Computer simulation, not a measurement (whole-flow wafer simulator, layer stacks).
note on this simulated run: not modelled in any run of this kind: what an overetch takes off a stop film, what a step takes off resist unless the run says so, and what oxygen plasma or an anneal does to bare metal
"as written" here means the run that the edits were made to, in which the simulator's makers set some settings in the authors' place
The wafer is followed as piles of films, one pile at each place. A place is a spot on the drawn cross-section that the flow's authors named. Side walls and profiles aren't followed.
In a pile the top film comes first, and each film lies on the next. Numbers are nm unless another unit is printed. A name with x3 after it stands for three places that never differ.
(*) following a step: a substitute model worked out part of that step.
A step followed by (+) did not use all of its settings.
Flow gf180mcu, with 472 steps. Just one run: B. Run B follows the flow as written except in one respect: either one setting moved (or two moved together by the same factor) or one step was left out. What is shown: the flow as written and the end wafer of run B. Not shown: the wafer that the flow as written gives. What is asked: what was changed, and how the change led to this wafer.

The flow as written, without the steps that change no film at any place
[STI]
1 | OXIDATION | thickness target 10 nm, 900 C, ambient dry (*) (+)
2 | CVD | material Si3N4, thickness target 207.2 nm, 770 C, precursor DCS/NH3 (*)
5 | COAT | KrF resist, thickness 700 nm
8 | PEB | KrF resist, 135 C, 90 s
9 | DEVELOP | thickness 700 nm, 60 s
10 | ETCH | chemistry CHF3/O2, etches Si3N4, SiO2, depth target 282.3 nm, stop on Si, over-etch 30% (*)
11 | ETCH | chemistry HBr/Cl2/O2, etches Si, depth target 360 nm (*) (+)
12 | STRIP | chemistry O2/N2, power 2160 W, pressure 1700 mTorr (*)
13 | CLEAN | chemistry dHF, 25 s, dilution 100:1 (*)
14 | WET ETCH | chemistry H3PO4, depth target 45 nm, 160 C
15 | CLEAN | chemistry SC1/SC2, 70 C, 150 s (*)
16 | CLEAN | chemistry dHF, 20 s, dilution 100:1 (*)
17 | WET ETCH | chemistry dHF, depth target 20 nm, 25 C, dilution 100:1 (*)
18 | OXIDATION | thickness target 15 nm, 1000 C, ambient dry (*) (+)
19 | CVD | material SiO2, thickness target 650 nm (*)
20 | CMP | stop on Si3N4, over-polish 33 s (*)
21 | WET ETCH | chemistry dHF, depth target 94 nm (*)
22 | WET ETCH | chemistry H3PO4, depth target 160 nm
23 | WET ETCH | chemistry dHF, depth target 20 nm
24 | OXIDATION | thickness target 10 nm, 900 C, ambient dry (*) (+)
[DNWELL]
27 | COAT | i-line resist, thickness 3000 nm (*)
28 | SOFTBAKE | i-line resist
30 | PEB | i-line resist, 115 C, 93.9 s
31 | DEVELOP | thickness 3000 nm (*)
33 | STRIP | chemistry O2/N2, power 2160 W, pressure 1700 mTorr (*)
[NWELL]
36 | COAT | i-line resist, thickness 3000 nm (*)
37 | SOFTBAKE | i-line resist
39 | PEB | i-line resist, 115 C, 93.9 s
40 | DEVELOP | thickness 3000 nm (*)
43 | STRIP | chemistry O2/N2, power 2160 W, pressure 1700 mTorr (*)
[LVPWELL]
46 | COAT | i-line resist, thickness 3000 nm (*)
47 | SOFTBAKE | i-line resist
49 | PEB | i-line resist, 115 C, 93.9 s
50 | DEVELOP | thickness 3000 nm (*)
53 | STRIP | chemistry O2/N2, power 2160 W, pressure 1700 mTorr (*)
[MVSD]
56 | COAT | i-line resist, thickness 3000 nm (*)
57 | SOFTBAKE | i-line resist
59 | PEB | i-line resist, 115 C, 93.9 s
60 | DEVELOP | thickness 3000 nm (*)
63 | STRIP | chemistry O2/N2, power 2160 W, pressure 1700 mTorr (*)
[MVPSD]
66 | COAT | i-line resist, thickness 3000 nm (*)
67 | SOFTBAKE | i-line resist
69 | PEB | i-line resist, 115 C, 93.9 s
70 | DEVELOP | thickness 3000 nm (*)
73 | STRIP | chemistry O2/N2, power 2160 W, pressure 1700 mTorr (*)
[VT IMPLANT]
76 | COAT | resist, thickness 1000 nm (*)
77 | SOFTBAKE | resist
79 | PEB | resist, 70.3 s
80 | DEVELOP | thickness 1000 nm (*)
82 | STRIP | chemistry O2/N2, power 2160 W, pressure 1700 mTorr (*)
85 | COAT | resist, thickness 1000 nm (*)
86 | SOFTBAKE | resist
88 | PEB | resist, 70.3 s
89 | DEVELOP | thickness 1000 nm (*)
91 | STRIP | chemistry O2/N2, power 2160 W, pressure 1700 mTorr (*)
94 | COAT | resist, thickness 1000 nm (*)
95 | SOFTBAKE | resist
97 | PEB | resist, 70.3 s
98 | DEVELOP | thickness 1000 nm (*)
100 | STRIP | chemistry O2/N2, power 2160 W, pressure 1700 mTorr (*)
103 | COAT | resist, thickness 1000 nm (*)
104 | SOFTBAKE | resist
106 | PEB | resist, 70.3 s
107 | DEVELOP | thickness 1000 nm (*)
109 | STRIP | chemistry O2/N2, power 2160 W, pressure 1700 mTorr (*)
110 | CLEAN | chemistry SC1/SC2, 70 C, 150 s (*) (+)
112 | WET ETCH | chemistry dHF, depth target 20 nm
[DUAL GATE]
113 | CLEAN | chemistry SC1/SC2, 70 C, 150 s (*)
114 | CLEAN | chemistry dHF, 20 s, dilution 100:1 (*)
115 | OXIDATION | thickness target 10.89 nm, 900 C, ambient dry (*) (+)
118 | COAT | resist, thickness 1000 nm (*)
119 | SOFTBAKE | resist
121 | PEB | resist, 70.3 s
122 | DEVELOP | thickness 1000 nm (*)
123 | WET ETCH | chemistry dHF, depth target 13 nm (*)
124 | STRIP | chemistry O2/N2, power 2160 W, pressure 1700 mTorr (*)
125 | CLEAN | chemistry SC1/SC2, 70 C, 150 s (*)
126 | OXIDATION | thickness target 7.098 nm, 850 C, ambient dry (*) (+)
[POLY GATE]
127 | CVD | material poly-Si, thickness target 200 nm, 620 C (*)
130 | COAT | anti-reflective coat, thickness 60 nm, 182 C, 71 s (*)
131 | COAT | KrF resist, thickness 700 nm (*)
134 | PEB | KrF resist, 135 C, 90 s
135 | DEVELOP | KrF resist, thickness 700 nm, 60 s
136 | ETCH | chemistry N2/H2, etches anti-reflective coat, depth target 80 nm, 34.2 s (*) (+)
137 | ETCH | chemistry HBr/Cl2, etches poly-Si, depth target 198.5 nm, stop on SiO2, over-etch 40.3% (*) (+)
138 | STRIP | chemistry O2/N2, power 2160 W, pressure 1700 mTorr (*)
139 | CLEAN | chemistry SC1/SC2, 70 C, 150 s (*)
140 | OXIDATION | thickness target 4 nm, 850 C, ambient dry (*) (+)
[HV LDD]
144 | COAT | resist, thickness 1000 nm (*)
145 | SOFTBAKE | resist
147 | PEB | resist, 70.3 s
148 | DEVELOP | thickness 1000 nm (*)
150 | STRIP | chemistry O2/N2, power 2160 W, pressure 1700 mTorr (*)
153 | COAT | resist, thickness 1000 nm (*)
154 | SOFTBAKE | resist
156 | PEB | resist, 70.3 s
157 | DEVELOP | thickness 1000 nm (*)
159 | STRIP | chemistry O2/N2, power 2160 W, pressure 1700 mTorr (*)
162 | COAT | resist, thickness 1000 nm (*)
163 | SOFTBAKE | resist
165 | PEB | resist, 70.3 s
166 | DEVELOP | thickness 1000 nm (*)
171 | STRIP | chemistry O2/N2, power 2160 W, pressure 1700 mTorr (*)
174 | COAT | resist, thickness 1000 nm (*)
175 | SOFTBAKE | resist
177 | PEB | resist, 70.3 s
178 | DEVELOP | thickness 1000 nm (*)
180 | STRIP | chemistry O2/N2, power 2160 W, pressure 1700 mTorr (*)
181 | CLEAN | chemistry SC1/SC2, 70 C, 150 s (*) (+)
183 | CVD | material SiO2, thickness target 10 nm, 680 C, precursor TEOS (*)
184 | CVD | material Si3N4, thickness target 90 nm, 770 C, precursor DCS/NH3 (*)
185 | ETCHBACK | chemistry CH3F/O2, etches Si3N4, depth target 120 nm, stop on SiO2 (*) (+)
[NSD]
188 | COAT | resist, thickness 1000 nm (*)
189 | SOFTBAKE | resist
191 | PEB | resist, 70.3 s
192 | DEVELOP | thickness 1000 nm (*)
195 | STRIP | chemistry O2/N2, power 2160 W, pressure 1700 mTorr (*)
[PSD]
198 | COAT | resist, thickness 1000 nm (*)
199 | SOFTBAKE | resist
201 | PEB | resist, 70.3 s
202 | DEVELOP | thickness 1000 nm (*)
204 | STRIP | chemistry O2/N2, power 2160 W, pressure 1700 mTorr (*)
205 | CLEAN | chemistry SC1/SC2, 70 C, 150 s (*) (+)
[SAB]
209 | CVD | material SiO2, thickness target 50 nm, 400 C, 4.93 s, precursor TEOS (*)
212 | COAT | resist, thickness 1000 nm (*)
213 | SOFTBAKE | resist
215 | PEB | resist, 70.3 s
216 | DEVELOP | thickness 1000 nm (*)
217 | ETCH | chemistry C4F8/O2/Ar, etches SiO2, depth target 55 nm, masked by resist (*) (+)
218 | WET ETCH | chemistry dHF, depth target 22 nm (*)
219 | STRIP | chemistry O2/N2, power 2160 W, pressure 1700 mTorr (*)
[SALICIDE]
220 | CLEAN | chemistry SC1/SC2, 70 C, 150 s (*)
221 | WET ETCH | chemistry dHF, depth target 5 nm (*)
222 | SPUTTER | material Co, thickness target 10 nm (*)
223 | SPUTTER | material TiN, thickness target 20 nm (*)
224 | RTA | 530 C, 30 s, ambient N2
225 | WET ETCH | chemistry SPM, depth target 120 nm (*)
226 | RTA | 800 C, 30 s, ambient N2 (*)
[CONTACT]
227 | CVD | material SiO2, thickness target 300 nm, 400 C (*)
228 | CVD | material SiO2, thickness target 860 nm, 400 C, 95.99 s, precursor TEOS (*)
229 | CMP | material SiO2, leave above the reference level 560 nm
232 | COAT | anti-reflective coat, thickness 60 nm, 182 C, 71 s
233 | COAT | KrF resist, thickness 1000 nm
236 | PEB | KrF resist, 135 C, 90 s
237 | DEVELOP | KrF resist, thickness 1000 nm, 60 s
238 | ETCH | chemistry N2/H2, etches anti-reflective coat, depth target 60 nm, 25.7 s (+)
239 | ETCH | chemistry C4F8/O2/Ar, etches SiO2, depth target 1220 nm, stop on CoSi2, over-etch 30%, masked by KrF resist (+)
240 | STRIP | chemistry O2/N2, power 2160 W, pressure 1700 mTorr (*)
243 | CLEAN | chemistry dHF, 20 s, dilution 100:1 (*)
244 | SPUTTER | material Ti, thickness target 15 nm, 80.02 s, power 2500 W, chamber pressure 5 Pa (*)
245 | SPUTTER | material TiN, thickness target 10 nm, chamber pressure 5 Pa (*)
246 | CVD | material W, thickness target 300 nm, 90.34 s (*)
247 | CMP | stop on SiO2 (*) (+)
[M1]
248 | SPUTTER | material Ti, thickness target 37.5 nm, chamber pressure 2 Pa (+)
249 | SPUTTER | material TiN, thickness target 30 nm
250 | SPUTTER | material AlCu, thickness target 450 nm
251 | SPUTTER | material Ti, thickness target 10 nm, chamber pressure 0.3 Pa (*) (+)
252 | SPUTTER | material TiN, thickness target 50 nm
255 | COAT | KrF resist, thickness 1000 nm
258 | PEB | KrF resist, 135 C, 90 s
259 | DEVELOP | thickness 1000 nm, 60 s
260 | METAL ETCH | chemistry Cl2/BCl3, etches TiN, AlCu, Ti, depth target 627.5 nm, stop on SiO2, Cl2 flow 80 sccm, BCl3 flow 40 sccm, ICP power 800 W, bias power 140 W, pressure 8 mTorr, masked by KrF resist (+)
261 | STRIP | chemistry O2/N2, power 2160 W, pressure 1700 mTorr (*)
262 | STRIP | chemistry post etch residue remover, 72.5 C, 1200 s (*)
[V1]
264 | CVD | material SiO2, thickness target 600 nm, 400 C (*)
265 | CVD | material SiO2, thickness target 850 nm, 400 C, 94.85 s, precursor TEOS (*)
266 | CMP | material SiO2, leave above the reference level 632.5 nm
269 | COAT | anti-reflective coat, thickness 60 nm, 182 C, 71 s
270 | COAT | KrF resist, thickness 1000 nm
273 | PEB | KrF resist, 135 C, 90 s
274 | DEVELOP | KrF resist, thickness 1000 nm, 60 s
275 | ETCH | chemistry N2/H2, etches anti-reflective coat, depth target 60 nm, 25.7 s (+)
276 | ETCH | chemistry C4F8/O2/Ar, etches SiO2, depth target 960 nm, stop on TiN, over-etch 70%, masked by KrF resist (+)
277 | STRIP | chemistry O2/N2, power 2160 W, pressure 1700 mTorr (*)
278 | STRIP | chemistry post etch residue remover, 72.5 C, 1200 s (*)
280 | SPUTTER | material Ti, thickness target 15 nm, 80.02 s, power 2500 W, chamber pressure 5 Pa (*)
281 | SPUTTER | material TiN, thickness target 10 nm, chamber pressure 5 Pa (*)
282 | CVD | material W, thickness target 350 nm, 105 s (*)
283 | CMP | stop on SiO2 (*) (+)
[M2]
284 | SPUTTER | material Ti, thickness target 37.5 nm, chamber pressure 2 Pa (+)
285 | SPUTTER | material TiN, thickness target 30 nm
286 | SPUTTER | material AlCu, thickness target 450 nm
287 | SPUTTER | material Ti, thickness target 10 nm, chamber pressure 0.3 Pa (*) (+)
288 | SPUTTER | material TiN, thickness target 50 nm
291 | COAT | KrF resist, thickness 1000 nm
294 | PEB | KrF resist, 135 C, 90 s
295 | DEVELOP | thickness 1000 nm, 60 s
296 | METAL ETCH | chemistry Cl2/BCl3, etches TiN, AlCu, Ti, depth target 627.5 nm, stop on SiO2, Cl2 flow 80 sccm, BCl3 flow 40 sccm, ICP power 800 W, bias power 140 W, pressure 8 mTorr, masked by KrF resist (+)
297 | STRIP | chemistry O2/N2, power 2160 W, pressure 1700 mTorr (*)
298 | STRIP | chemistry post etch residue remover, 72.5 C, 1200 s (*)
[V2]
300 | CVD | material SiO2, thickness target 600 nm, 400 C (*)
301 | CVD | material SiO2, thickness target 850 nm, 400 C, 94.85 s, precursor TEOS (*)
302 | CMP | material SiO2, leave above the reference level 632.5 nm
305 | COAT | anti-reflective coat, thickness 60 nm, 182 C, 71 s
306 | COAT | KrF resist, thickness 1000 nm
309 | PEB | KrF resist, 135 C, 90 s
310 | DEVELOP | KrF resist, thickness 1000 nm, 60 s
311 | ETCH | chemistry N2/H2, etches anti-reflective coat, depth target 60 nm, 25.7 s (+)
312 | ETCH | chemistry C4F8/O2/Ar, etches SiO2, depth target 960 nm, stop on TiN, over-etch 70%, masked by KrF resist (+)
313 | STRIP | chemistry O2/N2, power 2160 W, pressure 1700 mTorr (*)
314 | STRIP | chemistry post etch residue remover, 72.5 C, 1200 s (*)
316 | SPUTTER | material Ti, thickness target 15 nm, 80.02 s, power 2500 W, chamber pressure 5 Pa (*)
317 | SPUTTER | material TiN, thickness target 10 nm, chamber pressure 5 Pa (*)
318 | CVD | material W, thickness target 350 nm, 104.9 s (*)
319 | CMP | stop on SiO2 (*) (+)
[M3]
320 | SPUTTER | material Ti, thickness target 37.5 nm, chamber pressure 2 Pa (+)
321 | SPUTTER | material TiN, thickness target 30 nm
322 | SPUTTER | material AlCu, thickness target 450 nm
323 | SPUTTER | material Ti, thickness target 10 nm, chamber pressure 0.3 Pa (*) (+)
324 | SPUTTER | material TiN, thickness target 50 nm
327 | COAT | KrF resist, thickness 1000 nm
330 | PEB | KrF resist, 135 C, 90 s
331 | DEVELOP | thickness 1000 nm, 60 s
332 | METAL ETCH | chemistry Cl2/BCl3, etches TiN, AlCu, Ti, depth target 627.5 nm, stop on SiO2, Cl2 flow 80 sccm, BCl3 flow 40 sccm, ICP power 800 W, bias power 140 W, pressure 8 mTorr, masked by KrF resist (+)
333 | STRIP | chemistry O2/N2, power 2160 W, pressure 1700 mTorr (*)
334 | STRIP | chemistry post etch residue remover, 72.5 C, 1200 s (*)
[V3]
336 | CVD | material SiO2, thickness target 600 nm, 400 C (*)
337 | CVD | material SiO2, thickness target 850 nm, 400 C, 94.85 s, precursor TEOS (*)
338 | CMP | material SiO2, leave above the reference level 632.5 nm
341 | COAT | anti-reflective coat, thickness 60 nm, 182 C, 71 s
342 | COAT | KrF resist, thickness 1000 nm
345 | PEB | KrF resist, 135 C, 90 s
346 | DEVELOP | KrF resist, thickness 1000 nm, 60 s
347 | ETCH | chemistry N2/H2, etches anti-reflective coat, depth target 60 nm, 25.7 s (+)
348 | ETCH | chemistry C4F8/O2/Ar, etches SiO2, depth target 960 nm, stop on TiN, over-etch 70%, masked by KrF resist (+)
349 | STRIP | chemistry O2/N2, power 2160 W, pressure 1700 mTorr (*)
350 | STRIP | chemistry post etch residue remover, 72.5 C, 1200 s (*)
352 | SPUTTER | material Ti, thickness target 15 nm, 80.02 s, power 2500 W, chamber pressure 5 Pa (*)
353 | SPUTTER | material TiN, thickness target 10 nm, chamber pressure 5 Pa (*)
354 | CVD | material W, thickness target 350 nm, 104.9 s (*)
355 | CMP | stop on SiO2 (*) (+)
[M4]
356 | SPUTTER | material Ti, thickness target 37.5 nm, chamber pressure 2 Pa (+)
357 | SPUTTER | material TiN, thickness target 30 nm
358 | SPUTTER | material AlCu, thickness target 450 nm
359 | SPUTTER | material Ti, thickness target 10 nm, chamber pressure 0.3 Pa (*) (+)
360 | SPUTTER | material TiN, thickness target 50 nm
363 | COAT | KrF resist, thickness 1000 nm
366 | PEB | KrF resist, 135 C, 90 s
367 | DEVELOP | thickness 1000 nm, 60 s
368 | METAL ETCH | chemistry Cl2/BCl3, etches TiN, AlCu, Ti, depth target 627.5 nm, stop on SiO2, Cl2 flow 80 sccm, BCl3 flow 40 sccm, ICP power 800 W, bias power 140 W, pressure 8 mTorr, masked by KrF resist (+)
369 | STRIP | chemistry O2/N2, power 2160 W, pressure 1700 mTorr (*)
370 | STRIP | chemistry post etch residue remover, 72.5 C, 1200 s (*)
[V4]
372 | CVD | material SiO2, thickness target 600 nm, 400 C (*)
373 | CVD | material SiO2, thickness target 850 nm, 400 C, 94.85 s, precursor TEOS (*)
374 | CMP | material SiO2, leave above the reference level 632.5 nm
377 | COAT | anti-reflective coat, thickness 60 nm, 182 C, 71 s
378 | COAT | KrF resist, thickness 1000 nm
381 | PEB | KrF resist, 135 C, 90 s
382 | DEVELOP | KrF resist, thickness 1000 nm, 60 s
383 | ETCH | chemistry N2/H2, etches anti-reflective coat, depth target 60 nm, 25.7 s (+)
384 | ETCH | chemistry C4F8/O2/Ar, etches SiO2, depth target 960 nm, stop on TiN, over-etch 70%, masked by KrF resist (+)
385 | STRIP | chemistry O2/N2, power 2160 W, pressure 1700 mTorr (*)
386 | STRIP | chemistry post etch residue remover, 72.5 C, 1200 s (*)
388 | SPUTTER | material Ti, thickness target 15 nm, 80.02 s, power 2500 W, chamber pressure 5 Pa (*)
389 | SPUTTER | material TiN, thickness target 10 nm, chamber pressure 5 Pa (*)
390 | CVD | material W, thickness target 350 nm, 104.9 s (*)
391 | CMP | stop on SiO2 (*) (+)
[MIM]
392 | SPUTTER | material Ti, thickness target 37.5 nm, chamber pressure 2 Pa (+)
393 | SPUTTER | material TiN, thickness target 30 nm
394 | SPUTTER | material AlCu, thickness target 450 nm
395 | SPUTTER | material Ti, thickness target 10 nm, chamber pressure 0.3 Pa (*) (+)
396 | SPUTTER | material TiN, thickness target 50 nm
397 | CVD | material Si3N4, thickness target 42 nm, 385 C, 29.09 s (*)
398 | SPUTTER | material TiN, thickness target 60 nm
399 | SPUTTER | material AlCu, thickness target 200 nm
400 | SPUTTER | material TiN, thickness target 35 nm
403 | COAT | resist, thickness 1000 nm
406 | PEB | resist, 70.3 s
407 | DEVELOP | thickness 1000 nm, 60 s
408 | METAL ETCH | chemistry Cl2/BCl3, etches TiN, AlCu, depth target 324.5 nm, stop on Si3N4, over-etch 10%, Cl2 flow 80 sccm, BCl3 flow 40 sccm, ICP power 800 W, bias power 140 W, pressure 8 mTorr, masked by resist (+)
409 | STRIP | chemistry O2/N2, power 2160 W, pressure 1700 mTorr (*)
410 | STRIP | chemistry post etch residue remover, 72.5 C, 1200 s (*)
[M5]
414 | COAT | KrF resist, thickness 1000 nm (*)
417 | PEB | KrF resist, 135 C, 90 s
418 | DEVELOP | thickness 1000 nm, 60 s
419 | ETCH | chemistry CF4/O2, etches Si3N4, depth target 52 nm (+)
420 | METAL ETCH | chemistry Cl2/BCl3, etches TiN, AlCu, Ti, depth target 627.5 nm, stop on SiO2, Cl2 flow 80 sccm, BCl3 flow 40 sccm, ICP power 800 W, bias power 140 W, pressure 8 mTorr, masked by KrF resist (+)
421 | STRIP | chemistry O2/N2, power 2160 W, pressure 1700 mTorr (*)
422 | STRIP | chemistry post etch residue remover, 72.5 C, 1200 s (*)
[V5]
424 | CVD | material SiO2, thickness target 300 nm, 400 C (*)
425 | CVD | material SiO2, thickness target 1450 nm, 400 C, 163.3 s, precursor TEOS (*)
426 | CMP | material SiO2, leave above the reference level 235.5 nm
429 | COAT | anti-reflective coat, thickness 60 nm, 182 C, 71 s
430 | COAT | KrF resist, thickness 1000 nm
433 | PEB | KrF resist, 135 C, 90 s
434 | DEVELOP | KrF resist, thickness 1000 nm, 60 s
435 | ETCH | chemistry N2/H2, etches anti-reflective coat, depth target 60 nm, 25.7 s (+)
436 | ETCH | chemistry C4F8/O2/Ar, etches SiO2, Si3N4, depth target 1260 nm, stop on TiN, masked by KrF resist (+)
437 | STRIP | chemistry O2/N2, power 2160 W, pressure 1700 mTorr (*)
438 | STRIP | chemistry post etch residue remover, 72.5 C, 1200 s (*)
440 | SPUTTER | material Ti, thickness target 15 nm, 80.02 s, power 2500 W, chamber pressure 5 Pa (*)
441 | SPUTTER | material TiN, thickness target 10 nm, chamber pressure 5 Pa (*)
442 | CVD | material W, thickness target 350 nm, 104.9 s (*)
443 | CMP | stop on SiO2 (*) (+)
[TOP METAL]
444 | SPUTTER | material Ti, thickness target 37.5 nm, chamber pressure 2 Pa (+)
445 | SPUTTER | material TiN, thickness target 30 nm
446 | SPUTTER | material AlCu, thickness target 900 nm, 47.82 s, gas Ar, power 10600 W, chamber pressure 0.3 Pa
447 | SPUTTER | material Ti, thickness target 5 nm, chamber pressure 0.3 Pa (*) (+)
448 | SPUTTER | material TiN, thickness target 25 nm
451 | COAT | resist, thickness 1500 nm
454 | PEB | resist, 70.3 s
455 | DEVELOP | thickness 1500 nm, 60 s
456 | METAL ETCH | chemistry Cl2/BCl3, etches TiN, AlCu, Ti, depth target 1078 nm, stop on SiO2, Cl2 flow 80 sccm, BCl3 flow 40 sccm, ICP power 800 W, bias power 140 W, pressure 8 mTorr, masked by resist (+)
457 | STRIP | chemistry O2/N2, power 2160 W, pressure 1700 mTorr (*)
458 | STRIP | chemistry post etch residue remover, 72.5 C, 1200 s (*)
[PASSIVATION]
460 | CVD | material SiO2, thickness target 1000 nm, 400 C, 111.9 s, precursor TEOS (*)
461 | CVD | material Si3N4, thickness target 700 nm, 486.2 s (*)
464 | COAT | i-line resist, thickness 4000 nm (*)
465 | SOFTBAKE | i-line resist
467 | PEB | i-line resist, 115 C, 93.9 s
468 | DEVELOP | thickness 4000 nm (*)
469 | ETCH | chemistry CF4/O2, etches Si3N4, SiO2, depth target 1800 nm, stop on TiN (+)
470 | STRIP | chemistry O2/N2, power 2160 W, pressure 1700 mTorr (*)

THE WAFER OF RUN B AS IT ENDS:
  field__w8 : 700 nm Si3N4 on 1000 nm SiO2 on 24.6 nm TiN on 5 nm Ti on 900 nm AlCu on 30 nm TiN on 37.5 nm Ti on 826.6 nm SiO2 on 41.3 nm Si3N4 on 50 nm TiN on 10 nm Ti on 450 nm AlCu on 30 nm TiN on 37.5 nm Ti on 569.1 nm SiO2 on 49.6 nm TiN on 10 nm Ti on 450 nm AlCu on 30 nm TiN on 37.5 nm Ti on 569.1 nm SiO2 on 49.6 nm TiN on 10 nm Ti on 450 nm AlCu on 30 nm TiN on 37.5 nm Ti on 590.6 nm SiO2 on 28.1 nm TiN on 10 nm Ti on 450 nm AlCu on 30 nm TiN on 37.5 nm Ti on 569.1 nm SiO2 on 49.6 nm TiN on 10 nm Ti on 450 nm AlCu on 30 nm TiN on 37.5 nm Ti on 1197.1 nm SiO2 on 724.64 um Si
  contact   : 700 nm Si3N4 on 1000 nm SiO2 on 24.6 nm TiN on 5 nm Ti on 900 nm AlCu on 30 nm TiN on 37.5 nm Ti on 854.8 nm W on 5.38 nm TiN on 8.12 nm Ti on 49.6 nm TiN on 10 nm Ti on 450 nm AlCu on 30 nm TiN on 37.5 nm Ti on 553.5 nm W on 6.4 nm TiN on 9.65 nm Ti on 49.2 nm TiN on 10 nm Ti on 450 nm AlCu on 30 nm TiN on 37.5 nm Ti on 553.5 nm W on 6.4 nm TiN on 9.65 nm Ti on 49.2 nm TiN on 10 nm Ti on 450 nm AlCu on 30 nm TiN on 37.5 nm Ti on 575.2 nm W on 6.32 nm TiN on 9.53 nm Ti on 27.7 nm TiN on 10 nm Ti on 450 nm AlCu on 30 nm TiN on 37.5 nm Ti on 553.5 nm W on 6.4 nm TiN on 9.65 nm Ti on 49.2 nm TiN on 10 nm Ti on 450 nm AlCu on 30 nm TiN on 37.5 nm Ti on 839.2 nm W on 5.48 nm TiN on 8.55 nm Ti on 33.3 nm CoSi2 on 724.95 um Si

The reason: step 288, SPUTTER: thickness target 28.5 nm was run, whereas the flow has thickness target 50 nm.

The path from the change to this, step by step:
  288 | SPUTTER | material TiN, thickness target 50 nm
      field, field__w1, field__w2 and 108 more: TiN gains 28.5 (new film) (it would be, as written: TiN gains 50 (new film))
  296 | METAL ETCH | chemistry Cl2/BCl3, etches TiN, AlCu, Ti, depth target 627.5 nm, stop on SiO2, Cl2 flow 80 sccm, BCl3 flow 40 sccm, ICP power 800 W, bias power 140 W, pressure 8 mTorr, masked by KrF resist (+)
      field, field__w1, field__w2 and 103 more: TiN loses 28.5 (all of it), Ti loses 10 (all of it), AlCu loses 450 (all of it), TiN loses 30 (all of it), Ti loses 37.5 (all of it) (it would be, as written: TiN loses 50 (all of it), Ti loses 10 (all of it), AlCu loses 450 (all of it), TiN loses 30 (all of it), Ti loses 37.5 (all of it))
  302 | CMP | material SiO2, leave above the reference level 632.5 nm
      field__w8, contact, m1, m1__w1, m1_nw: SiO2 loses 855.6 (it would be, as written: SiO2 loses 877.1)
  312 | ETCH | chemistry C4F8/O2/Ar, etches SiO2, depth target 960 nm, stop on TiN, over-etch 70%, masked by KrF resist (+)
      contact: SiO2 loses 594 (all of it) (it would be, as written: SiO2 loses 572.5 (all of it))
  318 | CVD | material W, thickness target 350 nm, 104.9 s (*)
      contact: W gains 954 (new film) (it would be, as written: W gains 932.3 (new film))
